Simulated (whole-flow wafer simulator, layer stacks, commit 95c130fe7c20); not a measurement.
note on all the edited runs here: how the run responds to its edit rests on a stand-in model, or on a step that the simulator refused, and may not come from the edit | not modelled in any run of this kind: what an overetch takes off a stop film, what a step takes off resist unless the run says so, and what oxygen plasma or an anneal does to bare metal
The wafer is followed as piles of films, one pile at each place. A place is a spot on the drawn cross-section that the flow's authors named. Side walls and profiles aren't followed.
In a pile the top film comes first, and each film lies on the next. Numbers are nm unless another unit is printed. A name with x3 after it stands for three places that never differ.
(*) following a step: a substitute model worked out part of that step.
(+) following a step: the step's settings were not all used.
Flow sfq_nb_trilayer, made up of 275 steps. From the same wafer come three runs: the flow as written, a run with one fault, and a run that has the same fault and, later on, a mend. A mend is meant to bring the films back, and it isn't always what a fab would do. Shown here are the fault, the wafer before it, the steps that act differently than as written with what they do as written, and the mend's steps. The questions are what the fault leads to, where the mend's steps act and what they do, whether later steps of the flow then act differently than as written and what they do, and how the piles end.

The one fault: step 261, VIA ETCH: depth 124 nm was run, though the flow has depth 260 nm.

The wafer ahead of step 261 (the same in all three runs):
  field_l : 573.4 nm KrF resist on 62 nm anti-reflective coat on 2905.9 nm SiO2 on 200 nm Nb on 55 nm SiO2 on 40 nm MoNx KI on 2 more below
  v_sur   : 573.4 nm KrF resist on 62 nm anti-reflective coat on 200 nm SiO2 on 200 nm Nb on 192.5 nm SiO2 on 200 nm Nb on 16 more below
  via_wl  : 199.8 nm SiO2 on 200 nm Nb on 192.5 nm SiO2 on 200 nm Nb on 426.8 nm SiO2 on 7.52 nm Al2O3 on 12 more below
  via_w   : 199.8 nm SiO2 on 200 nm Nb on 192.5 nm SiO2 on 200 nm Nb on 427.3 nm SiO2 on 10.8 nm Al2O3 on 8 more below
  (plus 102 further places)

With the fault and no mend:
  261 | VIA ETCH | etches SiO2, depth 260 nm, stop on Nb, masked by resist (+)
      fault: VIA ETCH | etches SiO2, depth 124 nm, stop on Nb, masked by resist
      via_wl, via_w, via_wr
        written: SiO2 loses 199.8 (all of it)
        fault: SiO2 loses 124
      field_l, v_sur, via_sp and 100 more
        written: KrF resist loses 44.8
        fault: KrF resist loses 21.4
  Steps later in the flow that act otherwise than as written (2 more steps, not shown, differ only slightly: by at most 2% or 0.5 nm, whichever is larger):
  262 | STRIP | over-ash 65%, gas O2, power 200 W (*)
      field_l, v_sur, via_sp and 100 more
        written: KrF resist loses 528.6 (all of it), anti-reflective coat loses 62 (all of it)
        fault: KrF resist loses 552.1 (all of it), anti-reflective coat loses 62 (all of it)
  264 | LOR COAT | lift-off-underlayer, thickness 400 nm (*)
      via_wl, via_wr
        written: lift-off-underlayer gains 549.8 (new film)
        fault: lift-off-underlayer gains 493 (new film)
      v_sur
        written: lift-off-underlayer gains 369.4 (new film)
        fault: lift-off-underlayer gains 381 (new film)
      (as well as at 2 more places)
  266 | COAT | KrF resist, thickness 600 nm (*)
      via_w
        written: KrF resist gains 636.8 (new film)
        fault: KrF resist gains 622.8 (new film)
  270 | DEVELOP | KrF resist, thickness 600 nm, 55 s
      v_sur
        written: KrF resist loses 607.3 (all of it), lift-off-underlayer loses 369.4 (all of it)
        fault: KrF resist loses 604.1 (all of it), lift-off-underlayer loses 381 (all of it)
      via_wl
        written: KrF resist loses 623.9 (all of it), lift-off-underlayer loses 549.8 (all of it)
        fault: KrF resist loses 614.3 (all of it), lift-off-underlayer loses 493 (all of it)
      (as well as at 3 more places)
  At via_wl, via_w, via_wr, the piles at the end differ from the flow's by more than 2% or 0.5 nm, whichever is larger.
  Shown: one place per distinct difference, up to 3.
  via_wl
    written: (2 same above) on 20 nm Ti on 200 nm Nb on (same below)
    fault: (2 same above) on 20 nm Ti on 75.8 nm SiO2 on 200 nm Nb on (same below)

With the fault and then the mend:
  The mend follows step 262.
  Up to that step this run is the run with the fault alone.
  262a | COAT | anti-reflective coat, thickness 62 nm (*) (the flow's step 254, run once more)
      p4_fl x3, p4_w1 x9, p4_g1 x2 and 63 more
        anti-reflective coat gains 62 (new film)
      r_end, moat, field_r and 7 more
        anti-reflective coat gains 61.8 (new film)
      ce_l, c5j, ce_r, sp_r, be_r, r_sur, res
        anti-reflective coat gains 61.7 (new film)
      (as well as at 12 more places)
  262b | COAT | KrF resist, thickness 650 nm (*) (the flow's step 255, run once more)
      p4_fl x3, p4_w1 x9, p4_g1 x2 and 63 more
        KrF resist gains 650 (new film)
      res, r_end, moat, field_r, lsp_l, ln_m5, l0_sur, l0v
        KrF resist gains 649.5 (new film)
      c5j, ce_r, sp_r
        KrF resist gains 649.3 (new film)
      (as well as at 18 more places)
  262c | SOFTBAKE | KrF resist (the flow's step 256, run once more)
      does not change any film at any place that is followed
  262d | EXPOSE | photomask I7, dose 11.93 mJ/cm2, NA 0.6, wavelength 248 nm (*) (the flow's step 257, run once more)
      does not change any film at any place that is followed
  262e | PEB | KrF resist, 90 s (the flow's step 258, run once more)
      jj_sur, ce_l, c5j and 92 more
        KrF resist loses 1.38
      v_sur, via_sp, via_v, wire, be, be_sur, gap
        KrF resist loses 1.37
      via_wl, via_wr
        KrF resist loses 1.5
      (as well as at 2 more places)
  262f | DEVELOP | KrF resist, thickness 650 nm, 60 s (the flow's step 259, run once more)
      field_l, v_sur, via_sp and 100 more
        KrF resist loses 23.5
      via_wl
        KrF resist loses 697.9 (all of it)
      via_w
        KrF resist loses 729.7 (all of it)
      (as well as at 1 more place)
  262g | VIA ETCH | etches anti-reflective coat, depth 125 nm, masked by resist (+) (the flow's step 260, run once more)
      field_l, v_sur, via_sp and 100 more
        KrF resist loses 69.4
      via_wl, via_wr
        anti-reflective coat loses 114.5 (all of it)
      via_w
        anti-reflective coat loses 78.7 (all of it), SiO2 loses 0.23
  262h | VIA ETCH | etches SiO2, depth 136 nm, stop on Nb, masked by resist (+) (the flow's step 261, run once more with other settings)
      field_l, v_sur, via_sp and 100 more
        KrF resist loses 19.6
      via_wl, via_wr
        SiO2 loses 75.8 (all of it)
      via_w
        SiO2 loses 75.6 (all of it)
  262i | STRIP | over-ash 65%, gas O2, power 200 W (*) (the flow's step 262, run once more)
      p4_fl x3, p4_w1 x9, p4_g1 x2 and 63 more
        KrF resist loses 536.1 (all of it), anti-reflective coat loses 62 (all of it)
      moat, field_r, lsp_l, ln_m5, lsp_m, ln_m6, lsp_r, l0_sur
        KrF resist loses 535.6 (all of it), anti-reflective coat loses 61.8 (all of it)
      ce_r, sp_r, be_r
        KrF resist loses 535.4 (all of it), anti-reflective coat loses 61.7 (all of it)
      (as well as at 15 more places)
  None of the later steps of the flow acts differently than as written at any place that is followed.
  The piles end the same as the flow's at every place that both follow.
